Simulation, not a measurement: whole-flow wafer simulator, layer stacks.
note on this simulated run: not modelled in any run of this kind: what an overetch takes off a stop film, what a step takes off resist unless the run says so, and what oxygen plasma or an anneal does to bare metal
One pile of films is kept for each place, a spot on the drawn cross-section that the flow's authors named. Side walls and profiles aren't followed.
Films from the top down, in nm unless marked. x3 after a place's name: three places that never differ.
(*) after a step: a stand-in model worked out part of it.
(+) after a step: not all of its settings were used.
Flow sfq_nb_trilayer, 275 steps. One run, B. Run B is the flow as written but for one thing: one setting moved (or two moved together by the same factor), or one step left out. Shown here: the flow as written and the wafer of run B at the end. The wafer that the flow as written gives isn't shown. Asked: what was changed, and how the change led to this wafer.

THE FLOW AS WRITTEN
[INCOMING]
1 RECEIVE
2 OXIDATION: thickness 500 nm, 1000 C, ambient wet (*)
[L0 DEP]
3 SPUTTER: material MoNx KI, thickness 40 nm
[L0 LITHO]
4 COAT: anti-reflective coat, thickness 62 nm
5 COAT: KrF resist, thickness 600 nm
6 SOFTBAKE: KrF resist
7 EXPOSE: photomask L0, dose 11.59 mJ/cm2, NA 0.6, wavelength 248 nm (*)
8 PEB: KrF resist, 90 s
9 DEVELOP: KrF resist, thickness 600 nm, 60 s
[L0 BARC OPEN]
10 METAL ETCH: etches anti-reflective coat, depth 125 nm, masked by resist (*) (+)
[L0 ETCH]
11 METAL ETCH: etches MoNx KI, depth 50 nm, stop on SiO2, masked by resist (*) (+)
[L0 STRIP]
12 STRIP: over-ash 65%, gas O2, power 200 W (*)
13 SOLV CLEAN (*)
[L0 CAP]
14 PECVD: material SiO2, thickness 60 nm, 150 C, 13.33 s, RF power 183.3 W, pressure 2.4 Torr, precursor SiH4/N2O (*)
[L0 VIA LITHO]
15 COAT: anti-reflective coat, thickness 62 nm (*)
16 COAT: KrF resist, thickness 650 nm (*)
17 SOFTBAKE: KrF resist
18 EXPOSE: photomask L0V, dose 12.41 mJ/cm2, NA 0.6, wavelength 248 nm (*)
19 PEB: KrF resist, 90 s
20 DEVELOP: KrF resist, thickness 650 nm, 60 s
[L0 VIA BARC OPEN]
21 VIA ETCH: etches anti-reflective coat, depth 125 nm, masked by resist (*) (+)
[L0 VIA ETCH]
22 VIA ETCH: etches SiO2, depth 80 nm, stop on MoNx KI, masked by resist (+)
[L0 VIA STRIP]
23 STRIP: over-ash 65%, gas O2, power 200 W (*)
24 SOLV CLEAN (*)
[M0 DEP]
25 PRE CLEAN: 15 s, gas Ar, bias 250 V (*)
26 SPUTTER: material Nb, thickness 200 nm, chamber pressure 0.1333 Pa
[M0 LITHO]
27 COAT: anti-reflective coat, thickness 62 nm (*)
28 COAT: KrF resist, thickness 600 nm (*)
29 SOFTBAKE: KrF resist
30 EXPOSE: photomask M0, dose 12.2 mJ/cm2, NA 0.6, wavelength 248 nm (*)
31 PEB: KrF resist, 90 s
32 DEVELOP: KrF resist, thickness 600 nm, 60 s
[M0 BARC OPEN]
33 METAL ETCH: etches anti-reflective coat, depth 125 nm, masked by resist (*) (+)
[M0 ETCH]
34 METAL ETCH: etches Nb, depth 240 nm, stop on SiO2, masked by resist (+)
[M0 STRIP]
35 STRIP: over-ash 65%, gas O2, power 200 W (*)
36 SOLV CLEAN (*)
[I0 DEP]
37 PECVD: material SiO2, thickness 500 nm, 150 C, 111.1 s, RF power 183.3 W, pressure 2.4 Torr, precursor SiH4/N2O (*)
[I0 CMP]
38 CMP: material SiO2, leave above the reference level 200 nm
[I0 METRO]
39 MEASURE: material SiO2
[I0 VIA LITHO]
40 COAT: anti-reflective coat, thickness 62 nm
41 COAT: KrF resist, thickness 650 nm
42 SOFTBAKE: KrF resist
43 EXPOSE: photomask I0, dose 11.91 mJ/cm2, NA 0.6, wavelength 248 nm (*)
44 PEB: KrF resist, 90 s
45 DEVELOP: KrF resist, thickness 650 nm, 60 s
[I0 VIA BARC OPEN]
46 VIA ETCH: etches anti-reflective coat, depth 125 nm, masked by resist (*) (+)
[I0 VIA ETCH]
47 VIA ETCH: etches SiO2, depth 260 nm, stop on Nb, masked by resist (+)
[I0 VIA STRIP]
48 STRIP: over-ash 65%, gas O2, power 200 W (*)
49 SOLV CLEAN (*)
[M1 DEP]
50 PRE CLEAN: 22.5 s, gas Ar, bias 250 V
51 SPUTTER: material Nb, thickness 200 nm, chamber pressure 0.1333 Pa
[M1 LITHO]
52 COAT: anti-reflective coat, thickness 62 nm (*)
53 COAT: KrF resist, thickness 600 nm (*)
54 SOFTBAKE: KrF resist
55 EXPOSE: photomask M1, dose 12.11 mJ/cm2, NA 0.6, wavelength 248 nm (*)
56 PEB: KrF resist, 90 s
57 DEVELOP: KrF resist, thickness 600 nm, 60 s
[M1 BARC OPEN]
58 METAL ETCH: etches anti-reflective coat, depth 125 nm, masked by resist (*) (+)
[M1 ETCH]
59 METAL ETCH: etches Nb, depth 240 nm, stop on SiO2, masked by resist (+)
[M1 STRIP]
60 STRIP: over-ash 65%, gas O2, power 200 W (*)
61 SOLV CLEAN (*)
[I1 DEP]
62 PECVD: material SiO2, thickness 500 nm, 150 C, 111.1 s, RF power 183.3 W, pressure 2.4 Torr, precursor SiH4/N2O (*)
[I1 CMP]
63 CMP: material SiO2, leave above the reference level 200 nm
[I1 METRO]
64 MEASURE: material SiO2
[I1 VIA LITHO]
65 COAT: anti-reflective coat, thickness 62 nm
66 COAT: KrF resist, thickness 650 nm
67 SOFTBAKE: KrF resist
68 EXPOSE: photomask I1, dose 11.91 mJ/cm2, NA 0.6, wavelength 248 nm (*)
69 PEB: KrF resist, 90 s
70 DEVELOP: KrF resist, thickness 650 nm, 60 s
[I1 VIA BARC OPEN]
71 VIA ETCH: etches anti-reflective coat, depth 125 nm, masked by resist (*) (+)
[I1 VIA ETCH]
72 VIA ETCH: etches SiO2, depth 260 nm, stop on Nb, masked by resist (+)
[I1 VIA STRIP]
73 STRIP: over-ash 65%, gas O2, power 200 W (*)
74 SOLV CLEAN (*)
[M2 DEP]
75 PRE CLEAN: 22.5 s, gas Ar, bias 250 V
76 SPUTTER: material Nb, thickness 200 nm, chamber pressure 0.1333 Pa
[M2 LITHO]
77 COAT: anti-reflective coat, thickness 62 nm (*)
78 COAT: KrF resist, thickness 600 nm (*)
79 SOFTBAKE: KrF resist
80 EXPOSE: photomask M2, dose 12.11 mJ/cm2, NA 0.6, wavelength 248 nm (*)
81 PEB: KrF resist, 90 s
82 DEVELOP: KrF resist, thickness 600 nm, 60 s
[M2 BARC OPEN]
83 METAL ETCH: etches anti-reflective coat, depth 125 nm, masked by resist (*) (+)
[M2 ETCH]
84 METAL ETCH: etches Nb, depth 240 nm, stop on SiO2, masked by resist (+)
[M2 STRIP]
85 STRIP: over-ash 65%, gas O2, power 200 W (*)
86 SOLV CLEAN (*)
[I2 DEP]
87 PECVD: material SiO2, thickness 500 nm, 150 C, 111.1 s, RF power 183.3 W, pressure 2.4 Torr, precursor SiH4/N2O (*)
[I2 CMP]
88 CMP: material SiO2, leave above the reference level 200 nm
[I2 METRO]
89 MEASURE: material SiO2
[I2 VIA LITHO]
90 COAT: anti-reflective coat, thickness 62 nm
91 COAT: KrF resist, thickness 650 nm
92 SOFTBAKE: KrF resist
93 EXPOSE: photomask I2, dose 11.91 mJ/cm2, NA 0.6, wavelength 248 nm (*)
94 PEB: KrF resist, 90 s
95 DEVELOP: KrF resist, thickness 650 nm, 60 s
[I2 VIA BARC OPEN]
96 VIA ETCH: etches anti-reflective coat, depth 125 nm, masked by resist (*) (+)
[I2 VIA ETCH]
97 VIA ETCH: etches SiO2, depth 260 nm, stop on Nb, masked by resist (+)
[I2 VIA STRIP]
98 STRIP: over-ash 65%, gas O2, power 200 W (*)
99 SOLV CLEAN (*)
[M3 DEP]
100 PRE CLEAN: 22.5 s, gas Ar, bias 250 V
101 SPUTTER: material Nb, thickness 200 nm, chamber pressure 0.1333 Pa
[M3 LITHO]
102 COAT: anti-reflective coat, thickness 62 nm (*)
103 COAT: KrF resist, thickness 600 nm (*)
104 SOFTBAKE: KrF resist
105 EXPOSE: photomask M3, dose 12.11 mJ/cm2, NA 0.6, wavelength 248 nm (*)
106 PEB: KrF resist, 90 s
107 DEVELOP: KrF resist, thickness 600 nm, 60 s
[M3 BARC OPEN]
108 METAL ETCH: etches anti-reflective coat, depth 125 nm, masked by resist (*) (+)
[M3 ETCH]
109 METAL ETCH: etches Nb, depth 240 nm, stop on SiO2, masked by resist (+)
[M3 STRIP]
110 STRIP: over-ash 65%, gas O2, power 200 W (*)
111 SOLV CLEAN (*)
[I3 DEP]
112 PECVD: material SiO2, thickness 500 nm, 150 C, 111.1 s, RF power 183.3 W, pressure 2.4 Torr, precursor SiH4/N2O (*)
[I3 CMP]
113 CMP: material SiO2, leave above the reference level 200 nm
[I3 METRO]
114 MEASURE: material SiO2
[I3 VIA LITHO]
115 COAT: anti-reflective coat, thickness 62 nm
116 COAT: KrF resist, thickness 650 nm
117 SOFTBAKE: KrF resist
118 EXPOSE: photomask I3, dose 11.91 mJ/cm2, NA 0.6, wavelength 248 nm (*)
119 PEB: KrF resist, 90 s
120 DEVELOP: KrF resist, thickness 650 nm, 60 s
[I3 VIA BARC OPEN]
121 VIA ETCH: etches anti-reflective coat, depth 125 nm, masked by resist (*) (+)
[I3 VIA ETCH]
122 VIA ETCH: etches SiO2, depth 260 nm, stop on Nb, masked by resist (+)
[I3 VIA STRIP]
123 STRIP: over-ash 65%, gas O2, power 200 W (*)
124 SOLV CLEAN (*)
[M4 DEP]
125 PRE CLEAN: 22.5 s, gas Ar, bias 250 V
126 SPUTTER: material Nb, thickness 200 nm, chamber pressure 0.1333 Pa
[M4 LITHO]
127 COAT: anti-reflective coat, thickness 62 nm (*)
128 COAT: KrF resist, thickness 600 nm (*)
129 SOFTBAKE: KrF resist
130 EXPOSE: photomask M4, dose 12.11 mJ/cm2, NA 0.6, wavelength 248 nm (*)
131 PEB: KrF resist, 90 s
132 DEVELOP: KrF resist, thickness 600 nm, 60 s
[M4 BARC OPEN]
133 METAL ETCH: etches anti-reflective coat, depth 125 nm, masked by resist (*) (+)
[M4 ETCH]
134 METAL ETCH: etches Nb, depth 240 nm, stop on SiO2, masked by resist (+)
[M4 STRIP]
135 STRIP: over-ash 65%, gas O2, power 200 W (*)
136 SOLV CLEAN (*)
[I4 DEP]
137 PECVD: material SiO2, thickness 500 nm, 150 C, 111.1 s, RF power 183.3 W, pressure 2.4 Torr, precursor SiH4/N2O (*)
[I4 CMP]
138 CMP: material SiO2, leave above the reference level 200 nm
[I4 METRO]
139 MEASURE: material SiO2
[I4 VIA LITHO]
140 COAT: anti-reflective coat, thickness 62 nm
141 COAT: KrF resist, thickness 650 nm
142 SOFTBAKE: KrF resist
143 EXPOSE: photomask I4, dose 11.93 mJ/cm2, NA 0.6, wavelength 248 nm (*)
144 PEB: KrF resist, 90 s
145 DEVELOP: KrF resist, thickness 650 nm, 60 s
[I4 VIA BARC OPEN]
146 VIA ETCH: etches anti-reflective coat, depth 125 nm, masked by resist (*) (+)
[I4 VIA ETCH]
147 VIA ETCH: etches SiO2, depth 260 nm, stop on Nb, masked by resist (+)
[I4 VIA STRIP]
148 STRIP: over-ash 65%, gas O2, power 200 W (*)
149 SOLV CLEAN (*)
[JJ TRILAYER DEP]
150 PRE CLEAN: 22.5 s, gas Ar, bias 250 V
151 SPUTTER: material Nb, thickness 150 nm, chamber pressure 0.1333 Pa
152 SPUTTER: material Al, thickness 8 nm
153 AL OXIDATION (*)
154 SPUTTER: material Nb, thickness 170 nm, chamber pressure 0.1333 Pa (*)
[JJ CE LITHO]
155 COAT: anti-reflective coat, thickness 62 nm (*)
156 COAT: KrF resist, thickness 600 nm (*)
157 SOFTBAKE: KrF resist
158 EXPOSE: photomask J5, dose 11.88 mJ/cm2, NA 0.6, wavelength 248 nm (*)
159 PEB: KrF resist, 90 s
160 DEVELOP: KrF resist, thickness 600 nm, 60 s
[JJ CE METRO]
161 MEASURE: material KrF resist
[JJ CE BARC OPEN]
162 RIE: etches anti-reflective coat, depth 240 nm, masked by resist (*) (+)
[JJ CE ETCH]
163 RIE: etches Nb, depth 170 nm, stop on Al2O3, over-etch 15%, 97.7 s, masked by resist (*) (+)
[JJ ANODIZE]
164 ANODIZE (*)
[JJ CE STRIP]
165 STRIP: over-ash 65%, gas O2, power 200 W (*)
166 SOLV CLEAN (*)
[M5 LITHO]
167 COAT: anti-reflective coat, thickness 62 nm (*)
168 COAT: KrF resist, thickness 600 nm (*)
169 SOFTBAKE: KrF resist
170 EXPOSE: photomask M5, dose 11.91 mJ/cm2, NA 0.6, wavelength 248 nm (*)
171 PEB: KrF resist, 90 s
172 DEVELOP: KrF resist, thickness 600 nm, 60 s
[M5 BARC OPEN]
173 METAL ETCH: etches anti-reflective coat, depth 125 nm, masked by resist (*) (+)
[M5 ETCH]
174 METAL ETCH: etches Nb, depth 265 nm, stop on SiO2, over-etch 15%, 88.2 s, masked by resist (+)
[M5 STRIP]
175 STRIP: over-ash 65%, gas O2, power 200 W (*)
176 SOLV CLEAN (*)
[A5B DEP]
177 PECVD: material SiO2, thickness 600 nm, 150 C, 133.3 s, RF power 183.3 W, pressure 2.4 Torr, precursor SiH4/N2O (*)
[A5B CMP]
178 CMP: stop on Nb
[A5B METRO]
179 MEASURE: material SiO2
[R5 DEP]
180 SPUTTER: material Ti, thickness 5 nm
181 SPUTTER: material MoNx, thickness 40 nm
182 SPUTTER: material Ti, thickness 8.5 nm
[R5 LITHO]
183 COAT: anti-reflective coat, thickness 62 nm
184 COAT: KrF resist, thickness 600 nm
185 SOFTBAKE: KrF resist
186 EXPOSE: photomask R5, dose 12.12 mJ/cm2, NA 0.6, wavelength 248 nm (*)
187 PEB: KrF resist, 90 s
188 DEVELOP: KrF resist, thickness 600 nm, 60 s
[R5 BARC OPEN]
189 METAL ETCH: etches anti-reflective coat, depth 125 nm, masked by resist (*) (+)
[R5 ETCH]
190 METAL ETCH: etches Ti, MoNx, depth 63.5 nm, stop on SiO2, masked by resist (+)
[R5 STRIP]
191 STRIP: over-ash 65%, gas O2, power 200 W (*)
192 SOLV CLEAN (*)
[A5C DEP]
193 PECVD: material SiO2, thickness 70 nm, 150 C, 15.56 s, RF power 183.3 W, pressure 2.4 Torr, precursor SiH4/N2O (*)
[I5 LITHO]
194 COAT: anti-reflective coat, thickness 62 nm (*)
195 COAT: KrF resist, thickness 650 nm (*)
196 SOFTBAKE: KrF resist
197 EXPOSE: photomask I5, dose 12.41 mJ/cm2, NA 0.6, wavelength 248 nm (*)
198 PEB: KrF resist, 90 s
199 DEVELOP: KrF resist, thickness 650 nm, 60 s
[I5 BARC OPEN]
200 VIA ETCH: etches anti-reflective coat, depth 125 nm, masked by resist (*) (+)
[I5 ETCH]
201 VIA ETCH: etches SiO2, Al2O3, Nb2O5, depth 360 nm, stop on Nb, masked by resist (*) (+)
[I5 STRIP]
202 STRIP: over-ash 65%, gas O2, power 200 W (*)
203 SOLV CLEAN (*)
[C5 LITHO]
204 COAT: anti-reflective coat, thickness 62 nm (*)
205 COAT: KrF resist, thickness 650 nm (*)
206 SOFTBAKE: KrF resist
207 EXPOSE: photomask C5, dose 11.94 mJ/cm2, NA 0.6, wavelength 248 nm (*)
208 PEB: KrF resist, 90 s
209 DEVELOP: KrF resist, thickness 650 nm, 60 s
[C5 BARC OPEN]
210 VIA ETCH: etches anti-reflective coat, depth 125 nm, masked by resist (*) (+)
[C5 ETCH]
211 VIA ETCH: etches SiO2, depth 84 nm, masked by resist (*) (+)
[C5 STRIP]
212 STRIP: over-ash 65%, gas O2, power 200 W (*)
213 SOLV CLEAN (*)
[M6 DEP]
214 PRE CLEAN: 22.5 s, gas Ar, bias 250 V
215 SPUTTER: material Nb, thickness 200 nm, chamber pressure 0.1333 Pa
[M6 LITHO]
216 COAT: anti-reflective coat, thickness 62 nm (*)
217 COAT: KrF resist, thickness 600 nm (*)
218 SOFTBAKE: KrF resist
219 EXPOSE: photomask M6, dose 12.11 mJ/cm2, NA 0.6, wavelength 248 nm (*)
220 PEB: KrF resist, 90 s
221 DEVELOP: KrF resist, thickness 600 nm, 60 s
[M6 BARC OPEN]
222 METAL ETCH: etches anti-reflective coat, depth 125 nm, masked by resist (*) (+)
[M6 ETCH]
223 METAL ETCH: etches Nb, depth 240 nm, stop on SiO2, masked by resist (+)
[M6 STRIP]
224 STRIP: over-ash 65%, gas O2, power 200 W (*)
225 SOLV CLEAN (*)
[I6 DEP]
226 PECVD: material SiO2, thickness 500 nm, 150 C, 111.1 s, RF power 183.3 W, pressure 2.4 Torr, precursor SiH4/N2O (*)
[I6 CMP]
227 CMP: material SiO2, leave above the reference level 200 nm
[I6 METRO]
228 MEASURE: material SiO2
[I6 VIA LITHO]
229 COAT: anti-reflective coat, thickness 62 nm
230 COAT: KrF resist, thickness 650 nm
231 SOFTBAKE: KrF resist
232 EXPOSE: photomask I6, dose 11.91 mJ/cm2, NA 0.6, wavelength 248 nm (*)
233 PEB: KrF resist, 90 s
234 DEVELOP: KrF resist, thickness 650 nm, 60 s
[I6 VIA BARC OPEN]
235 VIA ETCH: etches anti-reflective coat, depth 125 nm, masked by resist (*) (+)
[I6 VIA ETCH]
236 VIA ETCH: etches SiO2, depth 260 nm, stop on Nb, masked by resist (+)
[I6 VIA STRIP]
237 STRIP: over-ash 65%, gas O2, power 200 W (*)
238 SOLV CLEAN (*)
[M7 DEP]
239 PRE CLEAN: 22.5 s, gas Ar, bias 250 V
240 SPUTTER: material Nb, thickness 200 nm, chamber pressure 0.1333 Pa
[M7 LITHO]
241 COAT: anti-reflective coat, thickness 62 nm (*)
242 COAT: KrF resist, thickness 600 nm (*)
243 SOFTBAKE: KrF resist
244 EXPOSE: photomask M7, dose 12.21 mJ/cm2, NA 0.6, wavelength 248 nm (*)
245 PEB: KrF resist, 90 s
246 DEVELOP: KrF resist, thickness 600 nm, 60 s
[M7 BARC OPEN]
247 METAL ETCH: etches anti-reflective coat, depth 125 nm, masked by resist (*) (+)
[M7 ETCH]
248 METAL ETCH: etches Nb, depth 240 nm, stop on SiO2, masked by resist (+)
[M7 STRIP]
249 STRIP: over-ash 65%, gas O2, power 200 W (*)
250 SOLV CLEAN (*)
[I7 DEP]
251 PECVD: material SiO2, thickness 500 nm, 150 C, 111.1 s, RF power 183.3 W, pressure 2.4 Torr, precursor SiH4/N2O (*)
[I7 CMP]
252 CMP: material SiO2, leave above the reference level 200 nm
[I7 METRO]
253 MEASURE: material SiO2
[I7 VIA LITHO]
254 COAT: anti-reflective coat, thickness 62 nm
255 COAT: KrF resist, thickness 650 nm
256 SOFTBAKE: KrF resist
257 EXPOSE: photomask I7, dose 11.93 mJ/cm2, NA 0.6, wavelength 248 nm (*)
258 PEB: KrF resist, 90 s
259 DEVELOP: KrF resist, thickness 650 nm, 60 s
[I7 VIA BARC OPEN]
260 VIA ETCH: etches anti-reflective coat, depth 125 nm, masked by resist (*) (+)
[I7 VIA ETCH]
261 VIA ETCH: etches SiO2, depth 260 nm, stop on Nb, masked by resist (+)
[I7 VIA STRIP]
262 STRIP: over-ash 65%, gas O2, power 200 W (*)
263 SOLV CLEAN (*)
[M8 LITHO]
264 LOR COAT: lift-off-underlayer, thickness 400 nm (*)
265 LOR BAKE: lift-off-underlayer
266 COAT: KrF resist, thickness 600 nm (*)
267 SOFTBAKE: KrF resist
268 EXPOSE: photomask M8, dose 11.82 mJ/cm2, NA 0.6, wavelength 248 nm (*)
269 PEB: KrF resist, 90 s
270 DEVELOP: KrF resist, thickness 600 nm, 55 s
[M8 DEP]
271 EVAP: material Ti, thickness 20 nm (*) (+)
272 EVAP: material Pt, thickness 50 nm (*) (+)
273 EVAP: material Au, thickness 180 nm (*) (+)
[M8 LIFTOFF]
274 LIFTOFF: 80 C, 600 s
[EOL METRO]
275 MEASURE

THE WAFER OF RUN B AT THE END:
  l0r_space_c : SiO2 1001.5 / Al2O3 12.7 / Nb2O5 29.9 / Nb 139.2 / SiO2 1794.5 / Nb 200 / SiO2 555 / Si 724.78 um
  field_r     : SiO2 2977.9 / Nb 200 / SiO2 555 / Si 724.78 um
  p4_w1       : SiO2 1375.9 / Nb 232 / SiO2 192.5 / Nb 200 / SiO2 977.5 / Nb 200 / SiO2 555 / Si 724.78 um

The cause: step 126, SPUTTER: thickness 232 nm was run, where the flow has thickness 200 nm.
It can be read off the wafer: p4_w1 has Nb 232, and step 126 as written asks for 200 nm.

How the change led to this, step by step:
  126 SPUTTER: material Nb, thickness 200 nm, chamber pressure 0.1333 Pa
      field_l, v_sur, via_wl and 102 more: Nb +232 (new film) (as written it would be: Nb +200 (new film))
      via_v: Nb +192.3 (as written it would be: Nb +165.5)
  134 METAL ETCH: etches Nb, depth 240 nm, stop on SiO2, masked by resist (+)
      field_l, be, be_sur and 64 more: Nb -232 (all of it) (as written it would be: Nb -200 (all of it))
  137 PECVD: material SiO2, thickness 500 nm, 150 C, 111.1 s, RF power 183.3 W, pressure 2.4 Torr, precursor SiH4/N2O (*)
      p3_s0, p3_s1, p3_s2, p3_s3, p3_s4, p3_s5: SiO2 +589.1 (as written it would be: SiO2 +557.1)
  138 CMP: material SiO2, leave above the reference level 200 nm
      field_l, be, be_sur and 55 more: SiO2 -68 (as written it would be: SiO2 -100)
      lsp_r, l0_sur, l0v: SiO2 -58.6 (as written it would be: SiO2 -91.9)
